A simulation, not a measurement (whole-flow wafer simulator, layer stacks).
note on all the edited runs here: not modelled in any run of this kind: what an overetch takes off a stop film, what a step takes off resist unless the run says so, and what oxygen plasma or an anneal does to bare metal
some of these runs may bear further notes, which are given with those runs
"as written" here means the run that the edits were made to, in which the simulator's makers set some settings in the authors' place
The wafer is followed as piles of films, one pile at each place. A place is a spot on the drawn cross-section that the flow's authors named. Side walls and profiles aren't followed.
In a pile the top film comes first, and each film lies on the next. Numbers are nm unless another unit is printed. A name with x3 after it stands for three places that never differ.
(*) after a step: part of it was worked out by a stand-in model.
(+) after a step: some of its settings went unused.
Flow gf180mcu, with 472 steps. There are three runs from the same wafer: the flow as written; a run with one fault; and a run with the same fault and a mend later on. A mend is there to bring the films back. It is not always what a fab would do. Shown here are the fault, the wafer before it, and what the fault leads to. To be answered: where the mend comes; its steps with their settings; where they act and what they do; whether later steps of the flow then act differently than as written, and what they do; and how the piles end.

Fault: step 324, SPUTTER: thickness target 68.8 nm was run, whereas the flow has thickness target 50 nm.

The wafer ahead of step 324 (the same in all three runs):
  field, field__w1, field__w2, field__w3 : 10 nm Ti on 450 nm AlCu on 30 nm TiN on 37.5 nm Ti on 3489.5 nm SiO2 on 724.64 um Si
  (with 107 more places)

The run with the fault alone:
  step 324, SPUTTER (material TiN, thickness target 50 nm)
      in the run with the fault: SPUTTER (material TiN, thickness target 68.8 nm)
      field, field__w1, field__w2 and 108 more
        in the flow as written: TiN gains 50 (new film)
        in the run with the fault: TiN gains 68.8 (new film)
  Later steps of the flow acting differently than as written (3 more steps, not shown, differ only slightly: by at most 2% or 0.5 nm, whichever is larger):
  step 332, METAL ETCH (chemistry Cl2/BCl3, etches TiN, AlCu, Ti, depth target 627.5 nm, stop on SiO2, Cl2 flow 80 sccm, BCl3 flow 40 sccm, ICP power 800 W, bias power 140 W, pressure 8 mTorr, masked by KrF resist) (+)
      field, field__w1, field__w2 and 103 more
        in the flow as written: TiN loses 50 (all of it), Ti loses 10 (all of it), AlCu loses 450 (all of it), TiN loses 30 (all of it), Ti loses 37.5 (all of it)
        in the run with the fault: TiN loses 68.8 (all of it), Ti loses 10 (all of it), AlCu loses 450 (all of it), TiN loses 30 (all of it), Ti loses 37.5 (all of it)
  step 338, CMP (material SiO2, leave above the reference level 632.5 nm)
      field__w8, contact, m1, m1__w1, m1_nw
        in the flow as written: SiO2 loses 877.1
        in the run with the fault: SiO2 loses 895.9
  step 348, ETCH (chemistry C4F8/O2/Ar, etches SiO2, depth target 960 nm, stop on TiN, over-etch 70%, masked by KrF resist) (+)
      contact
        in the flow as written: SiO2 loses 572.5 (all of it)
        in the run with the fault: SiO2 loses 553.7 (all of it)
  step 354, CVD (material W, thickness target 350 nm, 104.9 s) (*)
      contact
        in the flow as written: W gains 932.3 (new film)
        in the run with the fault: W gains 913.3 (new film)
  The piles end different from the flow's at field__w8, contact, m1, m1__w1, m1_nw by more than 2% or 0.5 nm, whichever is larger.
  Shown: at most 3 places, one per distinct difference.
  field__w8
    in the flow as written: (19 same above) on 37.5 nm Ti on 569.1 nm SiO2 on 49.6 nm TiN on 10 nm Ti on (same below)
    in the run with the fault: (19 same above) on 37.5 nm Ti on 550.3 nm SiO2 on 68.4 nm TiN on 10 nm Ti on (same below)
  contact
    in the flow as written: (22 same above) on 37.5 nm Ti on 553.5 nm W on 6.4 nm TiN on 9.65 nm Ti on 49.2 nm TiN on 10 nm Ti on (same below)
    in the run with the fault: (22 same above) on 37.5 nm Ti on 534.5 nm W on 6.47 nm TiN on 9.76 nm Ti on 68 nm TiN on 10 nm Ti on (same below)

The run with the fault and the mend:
  After step 331 comes the mend.
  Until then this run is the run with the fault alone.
  step 331a, STRIP (chemistry O2/N2, power 2160 W, pressure 1700 mTorr) (*)
      field__w8, contact, m1, m1__w1, m1_nw
        KrF resist loses 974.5 (all of it)
  step 331b, METAL ETCH (chemistry Cl2/BCl3, etches TiN, AlCu, Ti, depth target 18.8 nm, Cl2 flow 80 sccm, BCl3 flow 40 sccm, ICP power 800 W, bias power 140 W, pressure 8 mTorr) (a further turn of the flow's step 260, with different settings)
      field, field__w1, field__w2 and 108 more
        TiN loses 18.8
  step 331c, HMDS (120 C, 60 s) (a further turn of the flow's step 326)
      does not change any film at any place that is followed
  step 331d, COAT (KrF resist, thickness 1000 nm) (a further turn of the flow's step 327)
      field, field__w1, field__w2 and 108 more
        KrF resist gains 1000 (new film)
  step 331e, SOFTBAKE (KrF resist) (a further turn of the flow's step 328)
      does not change any film at any place that is followed
  step 331f, EXPOSE (photomask Metal3) (a further turn of the flow's step 329)
      does not change any film at any place that is followed
  step 331g, PEB (KrF resist, 135 C, 90 s) (a further turn of the flow's step 330)
      field, field__w1, field__w2 and 108 more
        KrF resist loses 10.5
  step 331h, DEVELOP (thickness 1000 nm, 60 s) (a further turn of the flow's step 331)
      field, field__w1, field__w2 and 103 more
        KrF resist loses 989.5 (all of it)
      field__w8, contact, m1, m1__w1, m1_nw
        KrF resist loses 14.9
  Later steps of the flow that are run all act as written at every place that is followed.
  The piles end the same as the flow's at every place that both follow.
